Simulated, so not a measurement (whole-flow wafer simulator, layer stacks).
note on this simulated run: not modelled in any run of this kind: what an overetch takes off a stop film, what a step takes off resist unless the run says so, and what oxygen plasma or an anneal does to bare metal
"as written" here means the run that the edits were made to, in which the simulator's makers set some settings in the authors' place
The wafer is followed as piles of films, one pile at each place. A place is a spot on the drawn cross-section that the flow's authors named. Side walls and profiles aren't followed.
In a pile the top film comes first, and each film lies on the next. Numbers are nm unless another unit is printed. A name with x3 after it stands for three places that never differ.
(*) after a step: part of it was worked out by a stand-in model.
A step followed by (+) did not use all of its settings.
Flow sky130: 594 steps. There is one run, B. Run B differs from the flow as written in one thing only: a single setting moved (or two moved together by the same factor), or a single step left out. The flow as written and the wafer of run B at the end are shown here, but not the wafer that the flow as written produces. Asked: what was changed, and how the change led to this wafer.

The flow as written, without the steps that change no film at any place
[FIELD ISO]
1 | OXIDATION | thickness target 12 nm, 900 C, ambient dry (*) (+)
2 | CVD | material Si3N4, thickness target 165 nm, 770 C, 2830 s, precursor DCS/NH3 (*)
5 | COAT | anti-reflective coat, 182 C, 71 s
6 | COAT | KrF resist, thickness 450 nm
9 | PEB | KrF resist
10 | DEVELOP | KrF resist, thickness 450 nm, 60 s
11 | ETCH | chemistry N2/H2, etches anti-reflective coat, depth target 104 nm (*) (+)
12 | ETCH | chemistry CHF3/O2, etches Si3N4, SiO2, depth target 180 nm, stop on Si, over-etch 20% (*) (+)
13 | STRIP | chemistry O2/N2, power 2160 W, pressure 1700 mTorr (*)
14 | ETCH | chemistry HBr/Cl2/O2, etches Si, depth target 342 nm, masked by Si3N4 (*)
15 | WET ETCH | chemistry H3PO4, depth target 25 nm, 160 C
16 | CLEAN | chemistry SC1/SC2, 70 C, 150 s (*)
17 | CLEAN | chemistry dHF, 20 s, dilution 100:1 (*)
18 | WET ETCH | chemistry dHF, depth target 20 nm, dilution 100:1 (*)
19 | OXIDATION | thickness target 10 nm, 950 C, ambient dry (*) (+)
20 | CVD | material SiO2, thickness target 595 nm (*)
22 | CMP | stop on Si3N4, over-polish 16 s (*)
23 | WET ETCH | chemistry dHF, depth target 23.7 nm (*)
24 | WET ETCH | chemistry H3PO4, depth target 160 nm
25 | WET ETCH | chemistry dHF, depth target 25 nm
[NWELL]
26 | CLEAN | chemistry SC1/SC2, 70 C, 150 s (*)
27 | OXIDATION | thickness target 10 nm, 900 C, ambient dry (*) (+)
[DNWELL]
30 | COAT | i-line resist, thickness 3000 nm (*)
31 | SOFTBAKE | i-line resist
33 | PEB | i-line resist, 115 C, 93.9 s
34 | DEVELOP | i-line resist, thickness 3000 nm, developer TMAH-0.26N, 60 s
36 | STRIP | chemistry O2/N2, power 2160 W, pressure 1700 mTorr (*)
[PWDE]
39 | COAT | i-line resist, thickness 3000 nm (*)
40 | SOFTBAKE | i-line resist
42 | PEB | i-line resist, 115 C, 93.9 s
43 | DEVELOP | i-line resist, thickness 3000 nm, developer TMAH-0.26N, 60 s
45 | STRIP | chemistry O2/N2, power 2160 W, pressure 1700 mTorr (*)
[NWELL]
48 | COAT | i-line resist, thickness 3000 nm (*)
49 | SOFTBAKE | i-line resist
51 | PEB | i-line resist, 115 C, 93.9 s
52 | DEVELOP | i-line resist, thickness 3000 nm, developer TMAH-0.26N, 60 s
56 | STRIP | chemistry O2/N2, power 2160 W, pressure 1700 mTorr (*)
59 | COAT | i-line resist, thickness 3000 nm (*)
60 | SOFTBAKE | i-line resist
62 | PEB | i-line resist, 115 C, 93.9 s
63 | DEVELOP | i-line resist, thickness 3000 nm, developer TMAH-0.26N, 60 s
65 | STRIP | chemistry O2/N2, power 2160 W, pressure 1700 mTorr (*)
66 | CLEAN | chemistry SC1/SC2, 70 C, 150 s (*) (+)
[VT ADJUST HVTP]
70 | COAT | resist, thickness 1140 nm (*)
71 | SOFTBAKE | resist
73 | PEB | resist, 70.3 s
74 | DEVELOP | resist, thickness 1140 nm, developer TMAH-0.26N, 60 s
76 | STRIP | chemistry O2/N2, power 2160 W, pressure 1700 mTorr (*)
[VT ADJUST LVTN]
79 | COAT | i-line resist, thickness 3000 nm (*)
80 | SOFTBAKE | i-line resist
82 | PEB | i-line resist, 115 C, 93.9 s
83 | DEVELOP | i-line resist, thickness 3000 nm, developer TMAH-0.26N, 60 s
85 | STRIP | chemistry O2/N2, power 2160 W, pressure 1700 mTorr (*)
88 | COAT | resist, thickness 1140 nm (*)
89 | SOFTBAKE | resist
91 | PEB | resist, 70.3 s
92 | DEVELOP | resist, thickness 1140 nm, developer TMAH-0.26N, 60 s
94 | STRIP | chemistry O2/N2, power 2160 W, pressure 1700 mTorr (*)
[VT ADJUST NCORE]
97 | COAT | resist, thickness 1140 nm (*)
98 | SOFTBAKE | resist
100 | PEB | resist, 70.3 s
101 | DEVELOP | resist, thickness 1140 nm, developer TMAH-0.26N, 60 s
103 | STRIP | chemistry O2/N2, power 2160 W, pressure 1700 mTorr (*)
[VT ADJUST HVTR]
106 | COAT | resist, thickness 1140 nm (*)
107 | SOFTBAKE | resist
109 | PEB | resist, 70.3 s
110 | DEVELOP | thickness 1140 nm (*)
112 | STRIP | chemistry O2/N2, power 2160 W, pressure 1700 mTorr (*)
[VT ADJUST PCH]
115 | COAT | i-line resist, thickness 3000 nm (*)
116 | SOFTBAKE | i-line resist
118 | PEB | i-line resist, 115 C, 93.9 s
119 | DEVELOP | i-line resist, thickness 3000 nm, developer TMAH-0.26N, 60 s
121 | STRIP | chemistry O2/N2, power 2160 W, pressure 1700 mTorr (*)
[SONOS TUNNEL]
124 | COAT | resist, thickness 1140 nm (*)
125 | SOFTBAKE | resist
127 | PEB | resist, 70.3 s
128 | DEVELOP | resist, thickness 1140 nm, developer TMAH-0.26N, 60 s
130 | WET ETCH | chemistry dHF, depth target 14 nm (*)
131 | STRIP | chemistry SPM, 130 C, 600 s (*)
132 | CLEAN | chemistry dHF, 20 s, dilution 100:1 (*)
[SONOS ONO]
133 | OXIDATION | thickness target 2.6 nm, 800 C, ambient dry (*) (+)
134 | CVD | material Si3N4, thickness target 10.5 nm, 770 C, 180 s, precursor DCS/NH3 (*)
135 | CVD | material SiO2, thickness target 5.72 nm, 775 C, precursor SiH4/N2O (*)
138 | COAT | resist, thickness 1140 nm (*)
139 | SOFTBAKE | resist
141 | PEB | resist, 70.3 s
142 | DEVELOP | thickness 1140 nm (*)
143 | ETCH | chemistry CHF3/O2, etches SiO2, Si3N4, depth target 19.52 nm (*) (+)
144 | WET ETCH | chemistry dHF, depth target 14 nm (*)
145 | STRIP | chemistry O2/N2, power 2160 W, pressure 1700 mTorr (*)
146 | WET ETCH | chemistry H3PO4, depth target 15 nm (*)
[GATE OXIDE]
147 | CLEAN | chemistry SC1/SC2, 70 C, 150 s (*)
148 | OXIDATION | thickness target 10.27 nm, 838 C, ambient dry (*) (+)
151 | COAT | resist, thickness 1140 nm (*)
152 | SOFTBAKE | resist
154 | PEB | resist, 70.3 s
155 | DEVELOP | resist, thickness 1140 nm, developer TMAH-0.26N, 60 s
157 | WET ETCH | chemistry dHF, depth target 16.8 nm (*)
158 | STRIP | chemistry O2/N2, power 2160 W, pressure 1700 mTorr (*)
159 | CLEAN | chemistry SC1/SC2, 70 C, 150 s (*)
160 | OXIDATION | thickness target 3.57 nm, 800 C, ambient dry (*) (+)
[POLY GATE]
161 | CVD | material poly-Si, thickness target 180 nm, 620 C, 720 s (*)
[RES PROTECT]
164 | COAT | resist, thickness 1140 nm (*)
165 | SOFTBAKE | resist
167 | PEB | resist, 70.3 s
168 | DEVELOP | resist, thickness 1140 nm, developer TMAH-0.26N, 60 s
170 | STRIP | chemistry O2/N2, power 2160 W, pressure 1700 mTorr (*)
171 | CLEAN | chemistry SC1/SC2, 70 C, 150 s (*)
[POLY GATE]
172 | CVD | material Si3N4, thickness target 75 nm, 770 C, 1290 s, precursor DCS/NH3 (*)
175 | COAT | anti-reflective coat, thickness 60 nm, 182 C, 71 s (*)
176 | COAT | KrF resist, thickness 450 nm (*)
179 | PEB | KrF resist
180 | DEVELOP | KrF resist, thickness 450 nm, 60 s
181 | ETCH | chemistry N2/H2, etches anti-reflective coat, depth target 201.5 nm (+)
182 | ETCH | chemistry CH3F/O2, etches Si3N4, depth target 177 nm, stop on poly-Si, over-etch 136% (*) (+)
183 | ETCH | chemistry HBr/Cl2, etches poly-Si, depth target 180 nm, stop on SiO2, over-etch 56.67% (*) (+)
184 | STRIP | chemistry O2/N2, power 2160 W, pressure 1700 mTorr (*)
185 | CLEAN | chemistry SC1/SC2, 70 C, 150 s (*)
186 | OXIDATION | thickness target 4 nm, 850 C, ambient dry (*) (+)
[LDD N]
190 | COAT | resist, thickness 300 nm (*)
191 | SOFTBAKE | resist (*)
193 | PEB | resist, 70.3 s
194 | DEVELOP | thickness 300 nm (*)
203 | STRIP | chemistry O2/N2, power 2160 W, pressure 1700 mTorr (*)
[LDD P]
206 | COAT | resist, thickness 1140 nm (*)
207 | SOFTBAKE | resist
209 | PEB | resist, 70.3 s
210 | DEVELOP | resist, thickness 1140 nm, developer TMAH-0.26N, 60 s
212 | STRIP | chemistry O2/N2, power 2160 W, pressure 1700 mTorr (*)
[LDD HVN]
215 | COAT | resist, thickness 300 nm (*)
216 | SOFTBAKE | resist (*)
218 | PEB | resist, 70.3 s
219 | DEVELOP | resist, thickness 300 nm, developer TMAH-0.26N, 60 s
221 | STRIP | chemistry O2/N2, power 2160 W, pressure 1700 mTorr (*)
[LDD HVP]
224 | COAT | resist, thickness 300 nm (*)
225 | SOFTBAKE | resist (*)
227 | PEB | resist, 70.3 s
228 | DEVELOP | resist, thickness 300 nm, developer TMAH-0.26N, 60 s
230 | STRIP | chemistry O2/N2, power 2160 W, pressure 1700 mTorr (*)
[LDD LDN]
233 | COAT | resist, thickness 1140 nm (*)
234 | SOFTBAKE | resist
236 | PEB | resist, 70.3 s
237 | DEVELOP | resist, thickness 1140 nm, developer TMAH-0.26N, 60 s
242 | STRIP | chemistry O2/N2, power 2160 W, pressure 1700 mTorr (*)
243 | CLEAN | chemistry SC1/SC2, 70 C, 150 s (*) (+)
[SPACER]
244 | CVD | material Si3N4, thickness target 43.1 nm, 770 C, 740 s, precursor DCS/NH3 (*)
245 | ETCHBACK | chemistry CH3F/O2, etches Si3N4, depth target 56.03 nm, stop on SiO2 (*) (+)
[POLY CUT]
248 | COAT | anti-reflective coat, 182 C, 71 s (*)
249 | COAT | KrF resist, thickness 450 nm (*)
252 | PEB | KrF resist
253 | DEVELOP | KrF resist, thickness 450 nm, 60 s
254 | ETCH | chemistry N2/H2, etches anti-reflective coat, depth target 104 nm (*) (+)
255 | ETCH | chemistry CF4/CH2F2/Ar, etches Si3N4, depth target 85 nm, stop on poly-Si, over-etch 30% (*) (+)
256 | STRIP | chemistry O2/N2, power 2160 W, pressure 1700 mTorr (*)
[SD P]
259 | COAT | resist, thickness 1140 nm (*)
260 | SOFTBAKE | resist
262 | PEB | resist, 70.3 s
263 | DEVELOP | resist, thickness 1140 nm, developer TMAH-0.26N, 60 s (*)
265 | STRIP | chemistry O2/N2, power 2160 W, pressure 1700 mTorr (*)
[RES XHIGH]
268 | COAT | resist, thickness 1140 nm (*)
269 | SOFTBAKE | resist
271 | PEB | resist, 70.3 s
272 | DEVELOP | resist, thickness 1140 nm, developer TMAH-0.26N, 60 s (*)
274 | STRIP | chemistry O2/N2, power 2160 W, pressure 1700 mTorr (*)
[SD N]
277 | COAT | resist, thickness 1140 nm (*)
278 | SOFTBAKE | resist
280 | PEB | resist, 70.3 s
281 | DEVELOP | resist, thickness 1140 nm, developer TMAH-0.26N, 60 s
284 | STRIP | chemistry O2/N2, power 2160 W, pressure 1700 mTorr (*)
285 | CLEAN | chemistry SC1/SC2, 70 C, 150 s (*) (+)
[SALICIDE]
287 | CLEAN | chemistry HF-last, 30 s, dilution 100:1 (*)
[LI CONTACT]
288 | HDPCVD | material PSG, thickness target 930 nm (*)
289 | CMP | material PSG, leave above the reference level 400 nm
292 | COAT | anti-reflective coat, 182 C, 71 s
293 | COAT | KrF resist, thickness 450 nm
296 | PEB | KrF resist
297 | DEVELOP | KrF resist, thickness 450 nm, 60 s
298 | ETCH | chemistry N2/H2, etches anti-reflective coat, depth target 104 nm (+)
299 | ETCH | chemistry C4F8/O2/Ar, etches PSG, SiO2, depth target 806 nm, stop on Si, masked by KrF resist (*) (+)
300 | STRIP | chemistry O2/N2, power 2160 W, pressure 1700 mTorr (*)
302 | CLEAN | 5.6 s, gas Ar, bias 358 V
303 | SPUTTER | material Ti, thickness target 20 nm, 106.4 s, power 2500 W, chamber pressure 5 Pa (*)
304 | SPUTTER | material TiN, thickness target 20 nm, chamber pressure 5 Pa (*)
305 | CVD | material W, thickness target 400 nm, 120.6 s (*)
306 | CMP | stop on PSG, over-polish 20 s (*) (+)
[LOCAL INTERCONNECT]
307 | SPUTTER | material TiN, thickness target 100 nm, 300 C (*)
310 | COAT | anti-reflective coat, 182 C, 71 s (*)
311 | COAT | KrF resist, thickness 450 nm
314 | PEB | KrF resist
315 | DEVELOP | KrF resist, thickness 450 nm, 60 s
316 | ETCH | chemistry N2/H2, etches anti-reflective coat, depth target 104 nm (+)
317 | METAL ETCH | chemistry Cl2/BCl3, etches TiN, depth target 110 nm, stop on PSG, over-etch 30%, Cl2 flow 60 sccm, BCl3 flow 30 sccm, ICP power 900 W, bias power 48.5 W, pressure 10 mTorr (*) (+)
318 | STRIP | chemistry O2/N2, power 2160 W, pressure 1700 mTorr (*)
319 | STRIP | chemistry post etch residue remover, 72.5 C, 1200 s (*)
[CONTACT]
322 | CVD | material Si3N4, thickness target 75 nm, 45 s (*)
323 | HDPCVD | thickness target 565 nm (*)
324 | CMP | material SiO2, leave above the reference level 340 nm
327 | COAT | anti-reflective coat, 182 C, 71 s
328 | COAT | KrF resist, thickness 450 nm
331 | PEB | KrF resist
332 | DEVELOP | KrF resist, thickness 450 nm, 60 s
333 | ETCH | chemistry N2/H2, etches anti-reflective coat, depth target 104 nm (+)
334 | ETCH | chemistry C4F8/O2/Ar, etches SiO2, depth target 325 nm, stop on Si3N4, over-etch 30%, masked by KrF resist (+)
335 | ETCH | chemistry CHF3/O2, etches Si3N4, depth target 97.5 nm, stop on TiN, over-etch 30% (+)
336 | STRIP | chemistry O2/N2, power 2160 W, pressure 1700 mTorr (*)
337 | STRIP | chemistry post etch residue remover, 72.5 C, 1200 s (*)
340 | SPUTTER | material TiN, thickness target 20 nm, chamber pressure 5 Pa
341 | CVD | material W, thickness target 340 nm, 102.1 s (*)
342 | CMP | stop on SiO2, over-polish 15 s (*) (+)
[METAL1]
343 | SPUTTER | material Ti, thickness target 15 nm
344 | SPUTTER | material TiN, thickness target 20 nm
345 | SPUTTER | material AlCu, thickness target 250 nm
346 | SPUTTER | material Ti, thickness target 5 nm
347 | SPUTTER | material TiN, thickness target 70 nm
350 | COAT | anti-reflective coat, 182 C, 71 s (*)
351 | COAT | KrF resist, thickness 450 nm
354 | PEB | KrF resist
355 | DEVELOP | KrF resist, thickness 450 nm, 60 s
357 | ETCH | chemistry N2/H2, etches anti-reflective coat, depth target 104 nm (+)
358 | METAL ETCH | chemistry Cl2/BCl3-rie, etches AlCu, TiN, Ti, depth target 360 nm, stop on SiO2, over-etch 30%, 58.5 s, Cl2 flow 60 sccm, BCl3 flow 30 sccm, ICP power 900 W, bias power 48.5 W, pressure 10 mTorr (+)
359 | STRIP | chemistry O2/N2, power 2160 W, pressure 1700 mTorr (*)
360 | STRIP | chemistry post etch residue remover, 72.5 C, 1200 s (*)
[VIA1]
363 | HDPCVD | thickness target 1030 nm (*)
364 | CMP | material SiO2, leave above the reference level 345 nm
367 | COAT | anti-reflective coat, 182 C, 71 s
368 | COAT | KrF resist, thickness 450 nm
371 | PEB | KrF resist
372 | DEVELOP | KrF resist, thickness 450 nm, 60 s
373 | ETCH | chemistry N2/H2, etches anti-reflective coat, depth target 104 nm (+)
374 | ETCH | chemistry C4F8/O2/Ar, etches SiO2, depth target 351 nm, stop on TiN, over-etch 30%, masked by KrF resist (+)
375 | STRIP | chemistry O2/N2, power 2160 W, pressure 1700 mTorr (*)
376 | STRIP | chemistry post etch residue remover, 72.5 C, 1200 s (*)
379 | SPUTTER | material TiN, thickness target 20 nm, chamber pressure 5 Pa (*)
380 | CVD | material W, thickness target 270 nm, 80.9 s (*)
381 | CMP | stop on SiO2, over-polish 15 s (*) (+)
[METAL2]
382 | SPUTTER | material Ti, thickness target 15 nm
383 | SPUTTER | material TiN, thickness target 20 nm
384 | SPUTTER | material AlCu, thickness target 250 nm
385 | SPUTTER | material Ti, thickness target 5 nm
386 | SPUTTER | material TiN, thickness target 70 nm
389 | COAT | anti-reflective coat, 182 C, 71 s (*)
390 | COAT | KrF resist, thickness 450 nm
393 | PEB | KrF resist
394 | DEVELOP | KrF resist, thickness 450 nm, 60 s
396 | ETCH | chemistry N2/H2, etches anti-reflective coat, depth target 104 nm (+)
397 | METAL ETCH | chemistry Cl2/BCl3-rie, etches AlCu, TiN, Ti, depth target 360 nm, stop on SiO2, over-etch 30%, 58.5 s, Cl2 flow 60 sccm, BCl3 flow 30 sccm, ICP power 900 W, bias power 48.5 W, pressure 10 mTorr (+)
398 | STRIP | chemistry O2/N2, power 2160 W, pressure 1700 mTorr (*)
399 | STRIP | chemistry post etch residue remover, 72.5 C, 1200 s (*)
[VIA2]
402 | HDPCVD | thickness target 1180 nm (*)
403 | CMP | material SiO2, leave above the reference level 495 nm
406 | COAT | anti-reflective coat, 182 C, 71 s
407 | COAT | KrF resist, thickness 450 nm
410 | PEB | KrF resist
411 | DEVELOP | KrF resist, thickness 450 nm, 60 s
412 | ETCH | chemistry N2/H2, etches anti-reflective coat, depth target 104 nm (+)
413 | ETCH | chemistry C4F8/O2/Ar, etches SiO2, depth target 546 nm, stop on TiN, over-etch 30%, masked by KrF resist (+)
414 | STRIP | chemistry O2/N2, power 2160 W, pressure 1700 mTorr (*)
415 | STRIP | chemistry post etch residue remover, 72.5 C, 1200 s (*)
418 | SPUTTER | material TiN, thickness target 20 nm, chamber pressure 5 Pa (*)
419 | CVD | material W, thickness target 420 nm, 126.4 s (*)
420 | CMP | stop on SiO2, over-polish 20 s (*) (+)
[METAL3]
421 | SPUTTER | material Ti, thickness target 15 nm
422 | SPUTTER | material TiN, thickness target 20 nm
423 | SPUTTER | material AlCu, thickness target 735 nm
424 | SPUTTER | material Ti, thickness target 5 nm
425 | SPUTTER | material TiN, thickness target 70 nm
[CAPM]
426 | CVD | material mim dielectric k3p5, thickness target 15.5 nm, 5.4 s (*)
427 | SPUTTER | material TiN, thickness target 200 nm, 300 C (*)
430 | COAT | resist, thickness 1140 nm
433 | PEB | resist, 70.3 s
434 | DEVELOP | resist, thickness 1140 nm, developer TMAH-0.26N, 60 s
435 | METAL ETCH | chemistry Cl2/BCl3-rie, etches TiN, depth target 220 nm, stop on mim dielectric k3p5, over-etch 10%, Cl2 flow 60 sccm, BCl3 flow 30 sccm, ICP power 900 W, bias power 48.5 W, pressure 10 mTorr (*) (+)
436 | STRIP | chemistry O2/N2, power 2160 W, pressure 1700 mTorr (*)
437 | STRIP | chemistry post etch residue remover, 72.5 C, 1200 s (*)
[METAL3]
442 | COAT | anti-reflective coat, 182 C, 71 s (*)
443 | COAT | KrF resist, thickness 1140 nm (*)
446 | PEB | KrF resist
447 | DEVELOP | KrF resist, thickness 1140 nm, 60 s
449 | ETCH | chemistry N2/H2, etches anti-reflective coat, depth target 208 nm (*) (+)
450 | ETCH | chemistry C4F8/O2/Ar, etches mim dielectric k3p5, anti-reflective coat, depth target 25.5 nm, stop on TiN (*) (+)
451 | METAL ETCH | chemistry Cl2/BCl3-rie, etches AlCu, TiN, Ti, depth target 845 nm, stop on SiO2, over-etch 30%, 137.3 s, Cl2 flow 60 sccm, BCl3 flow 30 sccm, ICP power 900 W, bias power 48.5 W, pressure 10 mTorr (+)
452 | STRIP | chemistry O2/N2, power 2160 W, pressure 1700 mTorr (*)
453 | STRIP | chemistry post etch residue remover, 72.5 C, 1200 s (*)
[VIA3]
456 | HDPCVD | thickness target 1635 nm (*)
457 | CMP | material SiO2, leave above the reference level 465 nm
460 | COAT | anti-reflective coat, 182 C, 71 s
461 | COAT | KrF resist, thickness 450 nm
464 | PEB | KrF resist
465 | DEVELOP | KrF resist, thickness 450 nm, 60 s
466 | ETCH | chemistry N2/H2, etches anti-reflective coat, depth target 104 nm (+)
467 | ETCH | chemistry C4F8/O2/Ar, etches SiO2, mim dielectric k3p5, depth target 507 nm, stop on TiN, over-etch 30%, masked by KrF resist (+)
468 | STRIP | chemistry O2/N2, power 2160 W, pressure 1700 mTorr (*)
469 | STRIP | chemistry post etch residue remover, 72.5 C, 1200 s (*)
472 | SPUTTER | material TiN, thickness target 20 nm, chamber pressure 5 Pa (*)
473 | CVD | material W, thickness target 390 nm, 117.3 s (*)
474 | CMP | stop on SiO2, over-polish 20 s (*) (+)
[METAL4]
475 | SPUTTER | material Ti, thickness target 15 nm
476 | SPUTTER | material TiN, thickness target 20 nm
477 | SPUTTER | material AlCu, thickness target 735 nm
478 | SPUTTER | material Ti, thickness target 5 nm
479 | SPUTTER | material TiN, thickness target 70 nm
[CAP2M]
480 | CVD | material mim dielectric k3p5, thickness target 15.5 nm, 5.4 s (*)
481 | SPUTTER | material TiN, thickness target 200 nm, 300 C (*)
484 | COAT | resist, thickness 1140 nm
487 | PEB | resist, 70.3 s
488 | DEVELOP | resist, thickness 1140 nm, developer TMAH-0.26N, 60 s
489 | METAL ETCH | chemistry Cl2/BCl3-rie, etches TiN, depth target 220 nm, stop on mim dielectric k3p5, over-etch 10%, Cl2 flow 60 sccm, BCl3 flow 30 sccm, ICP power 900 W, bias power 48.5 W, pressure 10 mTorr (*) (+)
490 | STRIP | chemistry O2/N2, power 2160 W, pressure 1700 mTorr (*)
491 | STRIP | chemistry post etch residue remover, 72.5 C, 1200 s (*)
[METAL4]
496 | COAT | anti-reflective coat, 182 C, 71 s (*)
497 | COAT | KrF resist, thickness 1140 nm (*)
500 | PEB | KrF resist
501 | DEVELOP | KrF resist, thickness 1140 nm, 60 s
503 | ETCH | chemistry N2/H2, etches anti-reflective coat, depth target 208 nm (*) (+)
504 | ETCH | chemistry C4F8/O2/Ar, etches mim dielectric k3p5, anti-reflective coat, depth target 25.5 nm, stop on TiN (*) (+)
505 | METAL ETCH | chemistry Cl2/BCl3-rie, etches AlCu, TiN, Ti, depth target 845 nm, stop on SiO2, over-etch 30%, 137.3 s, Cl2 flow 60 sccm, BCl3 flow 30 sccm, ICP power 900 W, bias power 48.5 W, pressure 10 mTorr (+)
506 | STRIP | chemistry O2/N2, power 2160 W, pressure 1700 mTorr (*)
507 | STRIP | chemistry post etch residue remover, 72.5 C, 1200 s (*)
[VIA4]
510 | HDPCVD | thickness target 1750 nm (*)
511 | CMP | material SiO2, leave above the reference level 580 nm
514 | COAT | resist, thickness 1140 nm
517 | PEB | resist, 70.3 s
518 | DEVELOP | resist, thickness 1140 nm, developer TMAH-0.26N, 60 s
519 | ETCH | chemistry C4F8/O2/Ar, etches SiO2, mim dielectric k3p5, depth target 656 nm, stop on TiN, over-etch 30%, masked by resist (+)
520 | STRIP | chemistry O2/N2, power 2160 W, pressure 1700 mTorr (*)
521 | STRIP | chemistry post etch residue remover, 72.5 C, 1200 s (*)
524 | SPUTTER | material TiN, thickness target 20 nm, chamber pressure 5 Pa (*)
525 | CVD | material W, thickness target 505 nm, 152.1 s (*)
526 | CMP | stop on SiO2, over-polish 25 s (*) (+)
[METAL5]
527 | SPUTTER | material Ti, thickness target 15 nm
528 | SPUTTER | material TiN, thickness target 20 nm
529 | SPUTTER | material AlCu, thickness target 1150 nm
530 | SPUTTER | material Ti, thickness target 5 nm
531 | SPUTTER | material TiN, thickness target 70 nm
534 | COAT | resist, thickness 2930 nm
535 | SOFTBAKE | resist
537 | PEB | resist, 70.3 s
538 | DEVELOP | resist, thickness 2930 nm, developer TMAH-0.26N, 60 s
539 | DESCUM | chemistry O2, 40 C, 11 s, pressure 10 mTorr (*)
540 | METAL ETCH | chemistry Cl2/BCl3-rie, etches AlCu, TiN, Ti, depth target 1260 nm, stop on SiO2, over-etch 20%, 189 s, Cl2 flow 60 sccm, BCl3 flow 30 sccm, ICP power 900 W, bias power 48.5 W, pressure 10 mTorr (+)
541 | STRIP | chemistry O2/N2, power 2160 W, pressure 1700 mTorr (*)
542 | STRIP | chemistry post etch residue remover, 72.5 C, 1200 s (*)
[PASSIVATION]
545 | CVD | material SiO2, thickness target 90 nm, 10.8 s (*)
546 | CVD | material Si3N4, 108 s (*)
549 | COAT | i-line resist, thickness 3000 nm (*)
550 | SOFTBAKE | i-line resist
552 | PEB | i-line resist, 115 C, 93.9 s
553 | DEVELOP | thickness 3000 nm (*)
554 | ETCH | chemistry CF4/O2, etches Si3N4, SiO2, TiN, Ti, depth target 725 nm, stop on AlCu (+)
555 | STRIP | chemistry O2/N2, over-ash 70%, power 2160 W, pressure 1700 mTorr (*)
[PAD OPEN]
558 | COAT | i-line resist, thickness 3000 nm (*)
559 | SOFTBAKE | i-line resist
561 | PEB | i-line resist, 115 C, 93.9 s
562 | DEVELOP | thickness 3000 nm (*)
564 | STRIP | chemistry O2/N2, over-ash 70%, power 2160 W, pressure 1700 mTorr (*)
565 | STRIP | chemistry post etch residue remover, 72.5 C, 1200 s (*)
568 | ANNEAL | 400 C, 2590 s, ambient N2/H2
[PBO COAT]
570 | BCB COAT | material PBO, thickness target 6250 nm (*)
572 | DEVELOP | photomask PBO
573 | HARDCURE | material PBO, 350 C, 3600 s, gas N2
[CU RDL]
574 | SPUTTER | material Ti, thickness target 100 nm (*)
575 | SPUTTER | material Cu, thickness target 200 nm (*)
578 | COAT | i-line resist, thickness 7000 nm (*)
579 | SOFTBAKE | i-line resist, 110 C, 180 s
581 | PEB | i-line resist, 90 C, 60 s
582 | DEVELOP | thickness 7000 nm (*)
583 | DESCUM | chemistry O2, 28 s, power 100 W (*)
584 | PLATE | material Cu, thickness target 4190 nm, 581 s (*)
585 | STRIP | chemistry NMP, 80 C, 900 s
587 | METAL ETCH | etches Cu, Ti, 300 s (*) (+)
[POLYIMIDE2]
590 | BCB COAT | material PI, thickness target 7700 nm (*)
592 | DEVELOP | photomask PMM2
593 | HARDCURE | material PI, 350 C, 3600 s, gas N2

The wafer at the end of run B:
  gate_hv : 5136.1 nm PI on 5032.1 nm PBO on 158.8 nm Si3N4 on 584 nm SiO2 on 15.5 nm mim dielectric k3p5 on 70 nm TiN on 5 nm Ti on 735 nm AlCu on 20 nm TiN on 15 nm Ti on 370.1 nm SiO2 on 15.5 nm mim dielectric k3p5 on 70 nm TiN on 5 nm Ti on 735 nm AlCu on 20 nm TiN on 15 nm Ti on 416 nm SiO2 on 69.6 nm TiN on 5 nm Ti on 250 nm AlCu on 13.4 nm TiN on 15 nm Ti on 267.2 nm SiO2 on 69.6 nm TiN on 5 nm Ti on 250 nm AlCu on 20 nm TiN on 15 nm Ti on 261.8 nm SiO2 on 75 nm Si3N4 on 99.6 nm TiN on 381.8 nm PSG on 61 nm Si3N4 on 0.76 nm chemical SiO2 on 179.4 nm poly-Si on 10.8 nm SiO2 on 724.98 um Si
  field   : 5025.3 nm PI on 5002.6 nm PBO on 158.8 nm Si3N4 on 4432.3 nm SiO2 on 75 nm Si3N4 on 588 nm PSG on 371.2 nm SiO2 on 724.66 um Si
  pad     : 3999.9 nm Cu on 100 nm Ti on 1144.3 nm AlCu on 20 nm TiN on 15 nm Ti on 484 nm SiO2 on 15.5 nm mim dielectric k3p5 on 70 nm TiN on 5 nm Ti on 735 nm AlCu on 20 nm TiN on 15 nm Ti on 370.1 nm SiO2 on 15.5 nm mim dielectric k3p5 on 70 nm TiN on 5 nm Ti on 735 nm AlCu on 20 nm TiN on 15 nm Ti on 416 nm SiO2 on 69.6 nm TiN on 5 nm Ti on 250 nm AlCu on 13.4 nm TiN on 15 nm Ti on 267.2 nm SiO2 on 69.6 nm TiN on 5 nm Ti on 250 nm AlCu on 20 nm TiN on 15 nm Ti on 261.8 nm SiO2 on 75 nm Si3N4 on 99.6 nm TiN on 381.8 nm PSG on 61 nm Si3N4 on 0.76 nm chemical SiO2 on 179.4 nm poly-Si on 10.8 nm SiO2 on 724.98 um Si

Cause: step 383, SPUTTER: thickness target 13.4 nm was run, while the flow as written has thickness target 20 nm.
The wafer lets one read it off: gate_hv has TiN 13.4, and step 383 as written asks for 20 nm.

How this came from the change, step by step:
  383 | SPUTTER | material TiN, thickness target 20 nm
      field, active, n_well and 188 more: TiN gains 13.4 (new film) (as written it would have been: TiN gains 20 (new film))
  397 | METAL ETCH | chemistry Cl2/BCl3-rie, etches AlCu, TiN, Ti, depth target 360 nm, stop on SiO2, over-etch 30%, 58.5 s, Cl2 flow 60 sccm, BCl3 flow 30 sccm, ICP power 900 W, bias power 48.5 W, pressure 10 mTorr (+)
      field, active, gate and 82 more: TiN loses 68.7 (all of it), Ti loses 5 (all of it), AlCu loses 250 (all of it), TiN loses 13.4 (all of it), Ti loses 15 (all of it), SiO2 loses 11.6 (as written it would have been: TiN loses 68.7 (all of it), Ti loses 5 (all of it), AlCu loses 250 (all of it), TiN loses 20 (all of it), Ti loses 15 (all of it), SiO2 loses 10.9)
